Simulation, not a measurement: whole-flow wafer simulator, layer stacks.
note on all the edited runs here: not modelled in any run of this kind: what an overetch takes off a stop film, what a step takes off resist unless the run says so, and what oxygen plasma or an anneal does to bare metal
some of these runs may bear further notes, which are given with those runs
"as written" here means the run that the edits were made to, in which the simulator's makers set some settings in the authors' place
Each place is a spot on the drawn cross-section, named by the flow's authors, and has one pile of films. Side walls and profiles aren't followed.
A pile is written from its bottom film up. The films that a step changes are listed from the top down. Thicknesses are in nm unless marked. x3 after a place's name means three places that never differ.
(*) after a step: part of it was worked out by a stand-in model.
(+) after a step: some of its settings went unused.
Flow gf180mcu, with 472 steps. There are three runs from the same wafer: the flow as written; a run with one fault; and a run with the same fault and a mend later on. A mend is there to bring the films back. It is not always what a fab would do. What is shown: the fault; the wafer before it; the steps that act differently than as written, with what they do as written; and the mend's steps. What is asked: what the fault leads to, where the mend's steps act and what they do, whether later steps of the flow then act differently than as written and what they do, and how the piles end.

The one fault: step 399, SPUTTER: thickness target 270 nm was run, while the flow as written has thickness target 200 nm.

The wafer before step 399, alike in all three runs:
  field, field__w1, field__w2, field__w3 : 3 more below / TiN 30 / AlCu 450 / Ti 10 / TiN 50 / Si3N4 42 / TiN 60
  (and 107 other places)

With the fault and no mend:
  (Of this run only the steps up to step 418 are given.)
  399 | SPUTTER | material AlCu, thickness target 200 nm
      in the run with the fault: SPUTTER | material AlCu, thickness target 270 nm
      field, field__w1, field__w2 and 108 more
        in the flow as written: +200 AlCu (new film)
        in the run with the fault: +270 AlCu (new film)
  Steps further on in the flow that do not act as written (3 more steps, not shown, differ only slightly: by at most 2% or 0.5 nm, whichever is larger):
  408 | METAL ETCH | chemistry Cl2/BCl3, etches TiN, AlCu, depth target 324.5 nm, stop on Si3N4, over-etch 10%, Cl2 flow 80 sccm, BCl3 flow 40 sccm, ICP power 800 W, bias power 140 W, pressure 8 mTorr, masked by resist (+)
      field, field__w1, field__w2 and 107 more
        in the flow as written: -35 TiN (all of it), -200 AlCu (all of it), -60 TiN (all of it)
        in the run with the fault: -35 TiN (all of it), -270 AlCu (all of it), -19.5 TiN
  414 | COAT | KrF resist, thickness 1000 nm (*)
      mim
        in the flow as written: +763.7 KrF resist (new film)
        in the run with the fault: +741.4 KrF resist (new film)
  Once step 418 is done, the piles at field, field__w1, field__w2 and 109 more depart from the flow's by more than 2% or 0.5 nm, whichever is larger.
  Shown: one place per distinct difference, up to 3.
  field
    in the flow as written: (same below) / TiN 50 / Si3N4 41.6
    in the run with the fault: (same below) / TiN 50 / Si3N4 42 / TiN 40.1
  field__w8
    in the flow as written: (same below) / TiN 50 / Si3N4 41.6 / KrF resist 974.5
    in the run with the fault: (same below) / TiN 50 / Si3N4 42 / TiN 40.1 / KrF resist 974.5
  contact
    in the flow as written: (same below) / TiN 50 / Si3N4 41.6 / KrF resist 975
    in the run with the fault: (same below) / TiN 50 / Si3N4 42 / TiN 40.1 / KrF resist 975

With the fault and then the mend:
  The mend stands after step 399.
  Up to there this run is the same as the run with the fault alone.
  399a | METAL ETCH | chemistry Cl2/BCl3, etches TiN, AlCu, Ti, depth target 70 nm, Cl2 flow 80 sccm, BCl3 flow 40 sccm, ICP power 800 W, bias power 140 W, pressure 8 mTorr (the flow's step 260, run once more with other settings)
      field, field__w1, field__w2 and 108 more
        -70 AlCu
  Every later step of the flow that is run acts as written at every place that is followed.
  At every place that both follow, the piles at the end match the flow's.
